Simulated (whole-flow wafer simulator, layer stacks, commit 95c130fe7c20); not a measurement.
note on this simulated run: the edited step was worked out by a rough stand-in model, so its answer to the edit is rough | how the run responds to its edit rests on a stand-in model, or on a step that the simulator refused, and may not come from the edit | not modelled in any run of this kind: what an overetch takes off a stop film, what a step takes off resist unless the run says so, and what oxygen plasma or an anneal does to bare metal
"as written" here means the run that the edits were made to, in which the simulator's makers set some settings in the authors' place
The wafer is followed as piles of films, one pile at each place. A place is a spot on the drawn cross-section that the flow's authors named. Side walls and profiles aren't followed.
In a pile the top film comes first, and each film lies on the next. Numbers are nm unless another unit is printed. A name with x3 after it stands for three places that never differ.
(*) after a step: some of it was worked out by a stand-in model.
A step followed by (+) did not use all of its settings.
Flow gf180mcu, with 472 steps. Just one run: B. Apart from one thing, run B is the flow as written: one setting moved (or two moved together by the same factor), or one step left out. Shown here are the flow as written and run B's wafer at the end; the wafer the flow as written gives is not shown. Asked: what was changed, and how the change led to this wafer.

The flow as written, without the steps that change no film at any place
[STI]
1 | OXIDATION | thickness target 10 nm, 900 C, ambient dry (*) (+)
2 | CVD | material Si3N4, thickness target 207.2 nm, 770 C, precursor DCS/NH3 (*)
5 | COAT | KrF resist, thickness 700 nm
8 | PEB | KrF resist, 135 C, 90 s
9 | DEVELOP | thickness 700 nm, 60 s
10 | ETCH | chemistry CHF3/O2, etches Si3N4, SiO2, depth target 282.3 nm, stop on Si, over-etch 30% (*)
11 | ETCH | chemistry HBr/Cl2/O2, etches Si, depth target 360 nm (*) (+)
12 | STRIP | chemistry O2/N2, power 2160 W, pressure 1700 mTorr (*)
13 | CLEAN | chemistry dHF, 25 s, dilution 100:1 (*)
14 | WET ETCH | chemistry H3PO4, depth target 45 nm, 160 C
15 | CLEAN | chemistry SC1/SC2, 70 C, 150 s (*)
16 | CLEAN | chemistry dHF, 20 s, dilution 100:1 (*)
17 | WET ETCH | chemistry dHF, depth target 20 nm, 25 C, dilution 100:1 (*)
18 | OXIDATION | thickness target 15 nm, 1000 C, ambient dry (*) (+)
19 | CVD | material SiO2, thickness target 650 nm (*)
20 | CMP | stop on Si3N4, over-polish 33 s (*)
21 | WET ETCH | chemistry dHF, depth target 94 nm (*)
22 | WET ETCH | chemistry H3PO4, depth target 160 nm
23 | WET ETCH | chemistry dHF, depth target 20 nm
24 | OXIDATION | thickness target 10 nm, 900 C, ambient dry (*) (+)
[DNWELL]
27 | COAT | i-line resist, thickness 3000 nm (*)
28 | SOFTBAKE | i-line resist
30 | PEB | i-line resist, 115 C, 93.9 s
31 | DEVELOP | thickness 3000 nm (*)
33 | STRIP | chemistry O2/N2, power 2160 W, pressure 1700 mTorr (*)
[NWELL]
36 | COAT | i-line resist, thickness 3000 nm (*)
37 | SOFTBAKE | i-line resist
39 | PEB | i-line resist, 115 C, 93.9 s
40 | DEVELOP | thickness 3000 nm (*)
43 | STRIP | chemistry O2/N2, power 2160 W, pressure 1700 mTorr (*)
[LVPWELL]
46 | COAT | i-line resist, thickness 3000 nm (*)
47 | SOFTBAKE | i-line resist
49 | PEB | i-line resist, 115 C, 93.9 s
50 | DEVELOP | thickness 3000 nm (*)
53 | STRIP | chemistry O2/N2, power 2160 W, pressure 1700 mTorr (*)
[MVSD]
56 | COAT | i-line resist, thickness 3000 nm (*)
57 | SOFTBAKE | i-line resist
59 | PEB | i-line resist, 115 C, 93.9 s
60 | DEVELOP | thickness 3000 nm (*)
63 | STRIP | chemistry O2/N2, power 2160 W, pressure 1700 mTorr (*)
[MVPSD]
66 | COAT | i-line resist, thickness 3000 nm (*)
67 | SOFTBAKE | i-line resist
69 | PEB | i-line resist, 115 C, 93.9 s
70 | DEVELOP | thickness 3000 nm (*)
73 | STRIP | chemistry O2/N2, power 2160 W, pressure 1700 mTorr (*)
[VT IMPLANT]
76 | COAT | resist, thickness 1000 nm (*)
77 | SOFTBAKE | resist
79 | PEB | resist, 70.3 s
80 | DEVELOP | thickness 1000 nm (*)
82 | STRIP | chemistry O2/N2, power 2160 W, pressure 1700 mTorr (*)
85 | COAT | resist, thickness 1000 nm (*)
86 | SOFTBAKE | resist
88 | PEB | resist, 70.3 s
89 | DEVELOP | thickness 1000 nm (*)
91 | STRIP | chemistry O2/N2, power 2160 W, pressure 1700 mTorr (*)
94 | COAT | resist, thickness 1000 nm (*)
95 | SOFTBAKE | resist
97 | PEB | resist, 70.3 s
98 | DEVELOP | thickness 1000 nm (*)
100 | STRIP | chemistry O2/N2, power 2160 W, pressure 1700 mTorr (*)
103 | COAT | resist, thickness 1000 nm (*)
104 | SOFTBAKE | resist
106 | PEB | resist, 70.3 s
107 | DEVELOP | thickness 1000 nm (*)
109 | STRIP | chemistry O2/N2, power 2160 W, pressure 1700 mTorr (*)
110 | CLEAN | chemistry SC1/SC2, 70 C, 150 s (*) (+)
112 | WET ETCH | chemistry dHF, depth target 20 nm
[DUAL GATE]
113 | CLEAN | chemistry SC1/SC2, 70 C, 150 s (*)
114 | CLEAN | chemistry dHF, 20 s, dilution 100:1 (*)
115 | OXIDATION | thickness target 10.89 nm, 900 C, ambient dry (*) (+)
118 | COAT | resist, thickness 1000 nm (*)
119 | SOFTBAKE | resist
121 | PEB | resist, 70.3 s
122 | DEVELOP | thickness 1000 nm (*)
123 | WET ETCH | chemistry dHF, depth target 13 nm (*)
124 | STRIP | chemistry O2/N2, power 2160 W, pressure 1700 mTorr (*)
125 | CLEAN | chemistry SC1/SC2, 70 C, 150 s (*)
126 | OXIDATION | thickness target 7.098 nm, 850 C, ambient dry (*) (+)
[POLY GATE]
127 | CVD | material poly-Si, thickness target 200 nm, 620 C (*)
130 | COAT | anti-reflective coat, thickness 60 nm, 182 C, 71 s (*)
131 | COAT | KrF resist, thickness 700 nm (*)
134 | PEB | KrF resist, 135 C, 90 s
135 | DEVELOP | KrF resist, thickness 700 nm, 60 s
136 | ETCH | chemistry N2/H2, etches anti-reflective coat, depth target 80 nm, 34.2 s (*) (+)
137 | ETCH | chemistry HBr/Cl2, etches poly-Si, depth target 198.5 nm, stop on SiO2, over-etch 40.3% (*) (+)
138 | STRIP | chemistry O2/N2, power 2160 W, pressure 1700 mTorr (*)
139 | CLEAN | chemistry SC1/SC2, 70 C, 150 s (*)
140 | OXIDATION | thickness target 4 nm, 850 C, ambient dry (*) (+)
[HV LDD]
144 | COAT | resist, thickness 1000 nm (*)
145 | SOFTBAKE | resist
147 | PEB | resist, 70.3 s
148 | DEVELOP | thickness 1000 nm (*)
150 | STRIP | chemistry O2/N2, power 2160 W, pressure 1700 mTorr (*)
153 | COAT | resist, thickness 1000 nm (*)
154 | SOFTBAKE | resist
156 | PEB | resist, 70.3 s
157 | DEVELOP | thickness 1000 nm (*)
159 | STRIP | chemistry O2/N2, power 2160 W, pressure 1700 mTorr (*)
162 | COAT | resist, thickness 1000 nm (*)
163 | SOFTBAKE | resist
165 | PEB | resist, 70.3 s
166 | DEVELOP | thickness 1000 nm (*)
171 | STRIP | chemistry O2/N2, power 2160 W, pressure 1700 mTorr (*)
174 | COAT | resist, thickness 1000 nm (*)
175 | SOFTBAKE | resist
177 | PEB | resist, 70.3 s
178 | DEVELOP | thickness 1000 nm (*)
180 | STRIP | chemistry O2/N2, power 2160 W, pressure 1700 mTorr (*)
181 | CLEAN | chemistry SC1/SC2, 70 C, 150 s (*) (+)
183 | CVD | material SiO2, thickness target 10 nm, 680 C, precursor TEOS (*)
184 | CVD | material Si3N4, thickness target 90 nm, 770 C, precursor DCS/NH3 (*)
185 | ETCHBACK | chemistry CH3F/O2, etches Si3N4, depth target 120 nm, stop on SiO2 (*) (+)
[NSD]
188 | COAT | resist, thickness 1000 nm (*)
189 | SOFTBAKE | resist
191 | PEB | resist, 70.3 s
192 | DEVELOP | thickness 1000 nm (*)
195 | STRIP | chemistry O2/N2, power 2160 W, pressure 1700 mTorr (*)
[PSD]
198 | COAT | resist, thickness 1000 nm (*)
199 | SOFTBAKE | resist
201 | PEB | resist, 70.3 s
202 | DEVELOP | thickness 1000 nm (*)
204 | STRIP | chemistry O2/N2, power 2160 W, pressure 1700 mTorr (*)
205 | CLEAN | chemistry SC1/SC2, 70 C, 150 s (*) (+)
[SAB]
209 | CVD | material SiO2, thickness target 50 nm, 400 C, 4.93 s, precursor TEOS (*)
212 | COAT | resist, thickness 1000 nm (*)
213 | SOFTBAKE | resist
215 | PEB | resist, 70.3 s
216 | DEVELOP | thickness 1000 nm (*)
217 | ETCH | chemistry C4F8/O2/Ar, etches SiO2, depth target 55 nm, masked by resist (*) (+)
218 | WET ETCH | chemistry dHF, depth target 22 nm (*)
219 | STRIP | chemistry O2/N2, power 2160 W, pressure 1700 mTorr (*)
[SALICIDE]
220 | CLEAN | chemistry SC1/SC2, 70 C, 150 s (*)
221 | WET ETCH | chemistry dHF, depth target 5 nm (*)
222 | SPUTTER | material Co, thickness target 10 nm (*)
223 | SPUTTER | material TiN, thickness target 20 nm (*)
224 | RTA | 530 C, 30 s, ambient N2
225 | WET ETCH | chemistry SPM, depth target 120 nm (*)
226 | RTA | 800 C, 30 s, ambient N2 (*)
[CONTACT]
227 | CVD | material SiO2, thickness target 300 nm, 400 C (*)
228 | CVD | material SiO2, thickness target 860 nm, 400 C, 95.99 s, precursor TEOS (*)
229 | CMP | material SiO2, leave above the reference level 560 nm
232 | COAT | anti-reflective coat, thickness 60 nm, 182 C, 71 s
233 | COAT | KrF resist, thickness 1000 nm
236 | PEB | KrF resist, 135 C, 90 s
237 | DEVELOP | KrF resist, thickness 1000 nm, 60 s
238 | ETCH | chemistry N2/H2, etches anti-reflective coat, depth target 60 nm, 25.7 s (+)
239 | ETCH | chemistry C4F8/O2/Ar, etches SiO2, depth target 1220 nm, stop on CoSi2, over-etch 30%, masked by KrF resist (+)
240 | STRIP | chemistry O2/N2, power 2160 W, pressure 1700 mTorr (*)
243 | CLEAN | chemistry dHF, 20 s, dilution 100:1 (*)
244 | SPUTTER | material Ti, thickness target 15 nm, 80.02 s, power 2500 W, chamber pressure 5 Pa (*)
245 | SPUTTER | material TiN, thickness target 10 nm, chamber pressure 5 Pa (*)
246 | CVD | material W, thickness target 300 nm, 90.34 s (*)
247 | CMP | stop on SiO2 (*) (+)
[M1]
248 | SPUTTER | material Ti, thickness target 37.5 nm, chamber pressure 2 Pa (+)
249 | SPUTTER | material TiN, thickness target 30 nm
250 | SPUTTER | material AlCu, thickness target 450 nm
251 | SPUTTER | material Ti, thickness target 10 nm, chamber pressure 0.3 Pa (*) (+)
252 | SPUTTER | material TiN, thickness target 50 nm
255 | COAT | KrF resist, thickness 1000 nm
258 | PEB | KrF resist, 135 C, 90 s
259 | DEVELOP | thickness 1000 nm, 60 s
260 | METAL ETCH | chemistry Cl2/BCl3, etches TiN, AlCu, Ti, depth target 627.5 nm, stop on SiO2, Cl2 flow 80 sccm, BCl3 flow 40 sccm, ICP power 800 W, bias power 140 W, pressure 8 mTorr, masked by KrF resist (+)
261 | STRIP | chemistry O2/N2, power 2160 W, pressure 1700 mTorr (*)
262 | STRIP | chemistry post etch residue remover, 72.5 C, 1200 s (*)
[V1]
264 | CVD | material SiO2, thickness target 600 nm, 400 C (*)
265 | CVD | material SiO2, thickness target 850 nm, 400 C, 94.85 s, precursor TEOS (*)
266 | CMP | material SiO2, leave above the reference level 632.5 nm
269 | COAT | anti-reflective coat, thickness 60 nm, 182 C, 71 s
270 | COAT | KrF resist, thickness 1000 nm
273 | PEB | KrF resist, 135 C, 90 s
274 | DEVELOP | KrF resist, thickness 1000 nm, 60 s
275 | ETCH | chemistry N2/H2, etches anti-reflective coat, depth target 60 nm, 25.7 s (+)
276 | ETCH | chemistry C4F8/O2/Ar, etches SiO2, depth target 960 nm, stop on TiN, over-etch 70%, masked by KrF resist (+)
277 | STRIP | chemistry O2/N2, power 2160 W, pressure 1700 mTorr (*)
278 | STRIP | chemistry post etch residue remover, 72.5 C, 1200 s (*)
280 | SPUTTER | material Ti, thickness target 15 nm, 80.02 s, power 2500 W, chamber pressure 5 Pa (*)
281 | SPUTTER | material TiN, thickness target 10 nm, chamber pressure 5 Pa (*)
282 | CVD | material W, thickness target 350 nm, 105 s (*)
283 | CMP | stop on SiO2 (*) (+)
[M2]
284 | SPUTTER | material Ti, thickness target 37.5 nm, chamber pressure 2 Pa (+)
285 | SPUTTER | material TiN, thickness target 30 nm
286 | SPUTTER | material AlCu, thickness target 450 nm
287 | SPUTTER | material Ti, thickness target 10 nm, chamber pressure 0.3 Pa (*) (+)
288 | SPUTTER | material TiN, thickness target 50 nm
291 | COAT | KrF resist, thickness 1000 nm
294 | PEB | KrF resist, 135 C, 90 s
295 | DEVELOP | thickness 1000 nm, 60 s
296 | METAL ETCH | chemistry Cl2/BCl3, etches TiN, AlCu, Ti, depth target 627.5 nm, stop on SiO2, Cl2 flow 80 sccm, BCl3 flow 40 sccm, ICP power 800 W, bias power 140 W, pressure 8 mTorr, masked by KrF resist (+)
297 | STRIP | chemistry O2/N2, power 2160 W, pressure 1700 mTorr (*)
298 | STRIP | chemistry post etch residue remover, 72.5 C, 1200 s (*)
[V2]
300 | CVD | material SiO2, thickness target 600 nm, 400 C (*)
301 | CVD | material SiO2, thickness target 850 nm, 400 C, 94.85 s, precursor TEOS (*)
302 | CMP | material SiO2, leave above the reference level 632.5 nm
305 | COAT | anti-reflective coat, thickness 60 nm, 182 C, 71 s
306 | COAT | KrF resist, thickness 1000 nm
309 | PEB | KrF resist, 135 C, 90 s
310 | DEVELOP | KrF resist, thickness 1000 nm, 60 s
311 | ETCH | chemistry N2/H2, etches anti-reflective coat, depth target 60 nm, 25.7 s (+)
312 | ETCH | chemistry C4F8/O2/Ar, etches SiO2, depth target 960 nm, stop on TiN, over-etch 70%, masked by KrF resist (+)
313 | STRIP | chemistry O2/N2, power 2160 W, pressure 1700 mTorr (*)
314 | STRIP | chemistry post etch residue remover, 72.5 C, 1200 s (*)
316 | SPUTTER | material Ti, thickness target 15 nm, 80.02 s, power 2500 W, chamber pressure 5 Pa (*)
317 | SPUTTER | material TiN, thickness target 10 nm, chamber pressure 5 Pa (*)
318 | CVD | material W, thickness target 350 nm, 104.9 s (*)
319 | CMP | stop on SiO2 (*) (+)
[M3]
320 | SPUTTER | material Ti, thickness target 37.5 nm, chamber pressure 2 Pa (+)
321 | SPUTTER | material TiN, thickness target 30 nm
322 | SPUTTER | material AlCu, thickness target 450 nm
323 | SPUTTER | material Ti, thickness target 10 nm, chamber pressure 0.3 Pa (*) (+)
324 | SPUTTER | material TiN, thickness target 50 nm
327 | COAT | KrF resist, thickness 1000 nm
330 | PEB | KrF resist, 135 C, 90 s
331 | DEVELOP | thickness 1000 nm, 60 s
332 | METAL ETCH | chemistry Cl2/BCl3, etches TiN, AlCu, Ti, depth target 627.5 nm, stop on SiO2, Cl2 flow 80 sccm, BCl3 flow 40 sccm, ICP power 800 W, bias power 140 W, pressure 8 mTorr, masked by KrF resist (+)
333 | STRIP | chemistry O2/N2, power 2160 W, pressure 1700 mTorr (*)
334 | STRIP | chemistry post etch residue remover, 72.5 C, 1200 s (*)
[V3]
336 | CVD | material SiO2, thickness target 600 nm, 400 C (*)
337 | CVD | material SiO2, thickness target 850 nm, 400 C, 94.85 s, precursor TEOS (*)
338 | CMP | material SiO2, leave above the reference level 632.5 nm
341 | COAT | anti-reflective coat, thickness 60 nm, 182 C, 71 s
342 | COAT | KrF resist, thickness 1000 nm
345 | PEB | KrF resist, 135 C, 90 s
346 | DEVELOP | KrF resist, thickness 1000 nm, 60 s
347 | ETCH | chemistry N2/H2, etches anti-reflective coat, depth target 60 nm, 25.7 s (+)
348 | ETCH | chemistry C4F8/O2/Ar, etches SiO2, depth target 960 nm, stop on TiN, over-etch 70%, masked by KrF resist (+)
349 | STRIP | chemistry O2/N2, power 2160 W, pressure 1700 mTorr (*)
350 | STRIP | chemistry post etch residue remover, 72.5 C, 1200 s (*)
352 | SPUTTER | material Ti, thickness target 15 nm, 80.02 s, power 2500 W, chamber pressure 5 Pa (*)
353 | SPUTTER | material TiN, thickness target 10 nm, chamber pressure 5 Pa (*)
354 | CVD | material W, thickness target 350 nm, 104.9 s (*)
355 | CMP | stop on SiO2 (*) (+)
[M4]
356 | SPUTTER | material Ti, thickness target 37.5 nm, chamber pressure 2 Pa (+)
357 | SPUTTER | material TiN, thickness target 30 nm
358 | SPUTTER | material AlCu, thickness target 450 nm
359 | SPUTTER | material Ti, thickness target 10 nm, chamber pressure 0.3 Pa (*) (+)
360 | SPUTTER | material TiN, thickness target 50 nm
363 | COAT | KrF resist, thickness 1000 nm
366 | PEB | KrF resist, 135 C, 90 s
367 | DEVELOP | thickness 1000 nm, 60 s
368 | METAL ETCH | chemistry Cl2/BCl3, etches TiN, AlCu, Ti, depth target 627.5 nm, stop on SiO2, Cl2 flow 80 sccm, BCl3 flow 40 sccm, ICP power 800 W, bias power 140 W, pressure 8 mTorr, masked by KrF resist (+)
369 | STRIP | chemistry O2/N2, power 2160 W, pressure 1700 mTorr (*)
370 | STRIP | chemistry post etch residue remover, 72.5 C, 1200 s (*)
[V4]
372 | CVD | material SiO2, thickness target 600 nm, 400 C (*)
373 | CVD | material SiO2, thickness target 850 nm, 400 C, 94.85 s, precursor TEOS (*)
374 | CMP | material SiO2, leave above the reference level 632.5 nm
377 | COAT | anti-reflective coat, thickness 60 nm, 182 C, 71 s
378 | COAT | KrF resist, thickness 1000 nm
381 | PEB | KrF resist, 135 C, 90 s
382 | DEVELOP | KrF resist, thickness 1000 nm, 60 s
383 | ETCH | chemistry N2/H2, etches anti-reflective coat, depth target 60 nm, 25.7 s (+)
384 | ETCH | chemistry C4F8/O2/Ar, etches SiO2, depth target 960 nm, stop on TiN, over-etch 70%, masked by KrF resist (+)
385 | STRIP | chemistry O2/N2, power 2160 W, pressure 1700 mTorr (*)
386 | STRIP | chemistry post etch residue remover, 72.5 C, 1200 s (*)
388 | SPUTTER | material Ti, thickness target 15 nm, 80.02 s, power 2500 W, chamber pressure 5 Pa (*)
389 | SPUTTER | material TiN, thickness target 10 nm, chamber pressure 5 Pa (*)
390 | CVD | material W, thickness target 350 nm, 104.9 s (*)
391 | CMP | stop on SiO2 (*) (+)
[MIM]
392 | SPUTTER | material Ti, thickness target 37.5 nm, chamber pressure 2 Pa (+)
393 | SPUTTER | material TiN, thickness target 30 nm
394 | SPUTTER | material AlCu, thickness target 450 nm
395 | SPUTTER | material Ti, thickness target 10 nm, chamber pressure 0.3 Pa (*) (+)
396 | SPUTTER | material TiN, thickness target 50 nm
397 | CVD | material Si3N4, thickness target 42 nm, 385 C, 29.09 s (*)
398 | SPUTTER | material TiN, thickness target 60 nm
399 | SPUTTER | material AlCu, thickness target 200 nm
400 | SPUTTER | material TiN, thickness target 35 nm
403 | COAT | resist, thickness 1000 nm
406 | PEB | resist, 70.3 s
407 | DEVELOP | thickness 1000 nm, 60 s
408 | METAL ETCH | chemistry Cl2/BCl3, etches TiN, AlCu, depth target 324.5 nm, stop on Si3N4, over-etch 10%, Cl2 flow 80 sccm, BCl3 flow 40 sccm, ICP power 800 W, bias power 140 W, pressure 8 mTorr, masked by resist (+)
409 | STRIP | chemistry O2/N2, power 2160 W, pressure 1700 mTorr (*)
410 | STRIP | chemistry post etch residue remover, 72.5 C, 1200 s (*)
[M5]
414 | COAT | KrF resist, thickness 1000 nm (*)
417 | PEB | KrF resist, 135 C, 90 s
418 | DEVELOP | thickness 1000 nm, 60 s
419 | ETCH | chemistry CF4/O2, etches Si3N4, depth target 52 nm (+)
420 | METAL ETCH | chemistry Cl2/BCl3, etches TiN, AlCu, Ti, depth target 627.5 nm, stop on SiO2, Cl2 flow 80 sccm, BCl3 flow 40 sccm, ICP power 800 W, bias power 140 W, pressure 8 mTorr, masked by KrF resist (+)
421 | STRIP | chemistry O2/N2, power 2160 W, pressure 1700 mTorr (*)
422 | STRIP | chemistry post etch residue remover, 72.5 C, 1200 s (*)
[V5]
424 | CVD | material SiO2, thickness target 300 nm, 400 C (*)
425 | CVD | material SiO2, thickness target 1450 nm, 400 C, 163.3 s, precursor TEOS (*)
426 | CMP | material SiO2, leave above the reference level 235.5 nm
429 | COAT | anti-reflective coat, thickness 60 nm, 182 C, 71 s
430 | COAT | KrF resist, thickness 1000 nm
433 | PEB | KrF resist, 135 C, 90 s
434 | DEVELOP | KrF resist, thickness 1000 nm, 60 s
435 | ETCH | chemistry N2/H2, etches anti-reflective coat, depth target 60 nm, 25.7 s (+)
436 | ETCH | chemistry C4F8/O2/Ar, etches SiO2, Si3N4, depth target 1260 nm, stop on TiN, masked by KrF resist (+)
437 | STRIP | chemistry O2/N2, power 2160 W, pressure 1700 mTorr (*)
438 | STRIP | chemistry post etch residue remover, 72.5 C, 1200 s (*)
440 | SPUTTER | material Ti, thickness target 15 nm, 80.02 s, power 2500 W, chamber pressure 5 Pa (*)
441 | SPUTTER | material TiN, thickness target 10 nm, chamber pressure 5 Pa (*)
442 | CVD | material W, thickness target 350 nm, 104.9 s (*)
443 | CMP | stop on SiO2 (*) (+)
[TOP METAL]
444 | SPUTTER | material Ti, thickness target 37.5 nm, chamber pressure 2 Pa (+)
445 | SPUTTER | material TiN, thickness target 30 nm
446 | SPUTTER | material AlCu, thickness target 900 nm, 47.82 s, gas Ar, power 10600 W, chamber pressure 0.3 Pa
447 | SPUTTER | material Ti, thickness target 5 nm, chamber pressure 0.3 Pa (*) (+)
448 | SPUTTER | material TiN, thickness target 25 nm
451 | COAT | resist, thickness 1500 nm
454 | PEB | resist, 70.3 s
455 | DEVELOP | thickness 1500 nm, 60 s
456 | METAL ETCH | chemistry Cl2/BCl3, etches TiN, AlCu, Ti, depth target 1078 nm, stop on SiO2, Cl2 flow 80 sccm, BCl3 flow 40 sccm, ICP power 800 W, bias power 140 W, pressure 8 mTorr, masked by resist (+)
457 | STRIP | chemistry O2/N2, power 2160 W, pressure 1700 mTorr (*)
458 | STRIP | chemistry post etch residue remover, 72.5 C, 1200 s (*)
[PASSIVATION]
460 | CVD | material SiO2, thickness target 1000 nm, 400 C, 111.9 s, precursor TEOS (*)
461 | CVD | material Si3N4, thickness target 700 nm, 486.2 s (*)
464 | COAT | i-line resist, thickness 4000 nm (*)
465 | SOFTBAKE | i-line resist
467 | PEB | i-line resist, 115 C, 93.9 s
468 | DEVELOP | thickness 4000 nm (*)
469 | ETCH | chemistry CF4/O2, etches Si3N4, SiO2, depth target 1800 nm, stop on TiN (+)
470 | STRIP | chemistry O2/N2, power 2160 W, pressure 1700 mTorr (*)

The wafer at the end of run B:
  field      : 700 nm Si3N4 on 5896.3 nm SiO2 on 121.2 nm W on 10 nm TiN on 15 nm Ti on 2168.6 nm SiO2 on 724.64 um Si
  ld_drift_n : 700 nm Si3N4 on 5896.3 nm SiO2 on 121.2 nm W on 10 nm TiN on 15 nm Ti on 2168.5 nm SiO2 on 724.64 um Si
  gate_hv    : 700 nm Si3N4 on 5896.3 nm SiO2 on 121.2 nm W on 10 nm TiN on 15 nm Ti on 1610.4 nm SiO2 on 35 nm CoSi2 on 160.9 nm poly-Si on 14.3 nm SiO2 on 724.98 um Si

What caused this: step 265, CVD: thickness target 361 nm was run, whereas the flow has thickness target 850 nm; step 265, CVD: 40.31 s was run, where the flow has 94.85 s.

The path from the change to this, step by step:
  265 | CVD | material SiO2, thickness target 850 nm, 400 C, 94.85 s, precursor TEOS (*)
      field, field__w1, field__w2 and 108 more: +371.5 SiO2 (as written it would have been: +850 SiO2)
  266 | CMP | material SiO2, leave above the reference level 632.5 nm
      field, field__w1, field__w2 and 99 more: nothing (as written it would have been: -300 SiO2)
      field__w8, contact, m1 and 6 more: -398.6 SiO2 (as written it would have been: -877.1 SiO2)
  269 | COAT | anti-reflective coat, thickness 60 nm, 182 C, 71 s
      nw_enc_fld_lv__w3, m1_nw: +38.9 anti-reflective coat (new film) (as written it would have been: +60 anti-reflective coat (new film))
      field: +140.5 anti-reflective coat (new film) (as written it would have been: +60 anti-reflective coat (new film))
      (and at 20 other places as well)
  270 | COAT | KrF resist, thickness 1000 nm
      field: +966 KrF resist (new film) (as written it would have been: +1000 KrF resist (new film))
      field__w1: +972.2 KrF resist (new film) (as written it would have been: +1000 KrF resist (new film))
      (and at 12 other places as well)
  273 | PEB | KrF resist, 135 C, 90 s
      contact, m1_nw: -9 KrF resist (as written it would have been: -10.5 KrF resist)
      n_well: -9.56 KrF resist (as written it would have been: -10.5 KrF resist)
      (and at 3 other places as well)
  274 | DEVELOP | KrF resist, thickness 1000 nm, 60 s
      contact: -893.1 KrF resist (all of it) (as written it would have been: -989.5 KrF resist (all of it))
  275 | ETCH | chemistry N2/H2, etches anti-reflective coat, depth target 60 nm, 25.7 s (+)
      contact: -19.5 anti-reflective coat (all of it), -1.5 SiO2 (as written it would have been: -60 anti-reflective coat (all of it), -0.46 SiO2)
  277 | STRIP | chemistry O2/N2, power 2160 W, pressure 1700 mTorr (*)
      field: -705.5 KrF resist (all of it), -140.5 anti-reflective coat (all of it) (as written it would have been: -739.2 KrF resist (all of it), -60 anti-reflective coat (all of it))
      field__w1: -711.7 KrF resist (all of it), -90.5 anti-reflective coat (all of it) (as written it would have been: -739.2 KrF resist (all of it), -60 anti-reflective coat (all of it))
      (and at 20 other places as well)
  280 | SPUTTER | material Ti, thickness target 15 nm, 80.02 s, power 2500 W, chamber pressure 5 Pa (*)
      contact: +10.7 Ti (new film) (as written it would have been: +9.65 Ti (new film))
  281 | SPUTTER | material TiN, thickness target 10 nm, chamber pressure 5 Pa (*)
      contact: +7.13 TiN (new film) (as written it would have been: +6.4 TiN (new film))
  282 | CVD | material W, thickness target 350 nm, 105 s (*)
      contact: +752 W (new film) (as written it would have been: +932.3 W (new film))
  283 | CMP | stop on SiO2 (*) (+)
      field, field__w1, field__w2 and 99 more: -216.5 W (as written it would have been: -350 W (all of it), -10 TiN (all of it), -15 Ti (all of it), -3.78 SiO2)
      field__w8, m1, m1__w1, polyc_n, polyc_n_rim, polyc_p, polyc_p_rim, m1_nw: -350 W (all of it), -10 TiN (all of it), -15 Ti (all of it), -20 SiO2 (as written it would have been: -350 W (all of it), -10 TiN (all of it), -15 Ti (all of it), -3.78 SiO2)
      (and at 1 other place as well)
  296 | METAL ETCH | chemistry Cl2/BCl3, etches TiN, AlCu, Ti, depth target 627.5 nm, stop on SiO2, Cl2 flow 80 sccm, BCl3 flow 40 sccm, ICP power 800 W, bias power 140 W, pressure 8 mTorr, masked by KrF resist (+)
      field, field__w1, field__w2 and 99 more: -50 TiN (all of it), -10 Ti (all of it), -450 AlCu (all of it), -30 TiN (all of it), -37.5 Ti (all of it), -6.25 W (as written it would have been: -50 TiN (all of it), -10 Ti (all of it), -450 AlCu (all of it), -30 TiN (all of it), -37.5 Ti (all of it))
  298 | STRIP | chemistry post etch residue remover, 72.5 C, 1200 s (*)
      field, field__w1, field__w2 and 99 more: -6.01 W (as written it would have been: nothing)
  300 | CVD | material SiO2, thickness target 600 nm, 400 C (*)
      field, field__w1, field__w2 and 99 more: +600 SiO2 (new film) (as written it would have been: +600 SiO2)
  302 | CMP | material SiO2, leave above the reference level 632.5 nm
      field, field__w1, field__w2 and 99 more: -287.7 SiO2 (as written it would have been: -300 SiO2)
With metal films that touch counted as one body, field has 1 body; the flow as written gives 0 bodies.
With metal films that touch counted as one body, ld_drift_n has 1 body; the flow as written gives 0 bodies.
With metal films that touch counted as one body, gate_hv has 2 bodies (between them, from the top down: SiO2 1610.4); the flow as written gives 1 body.
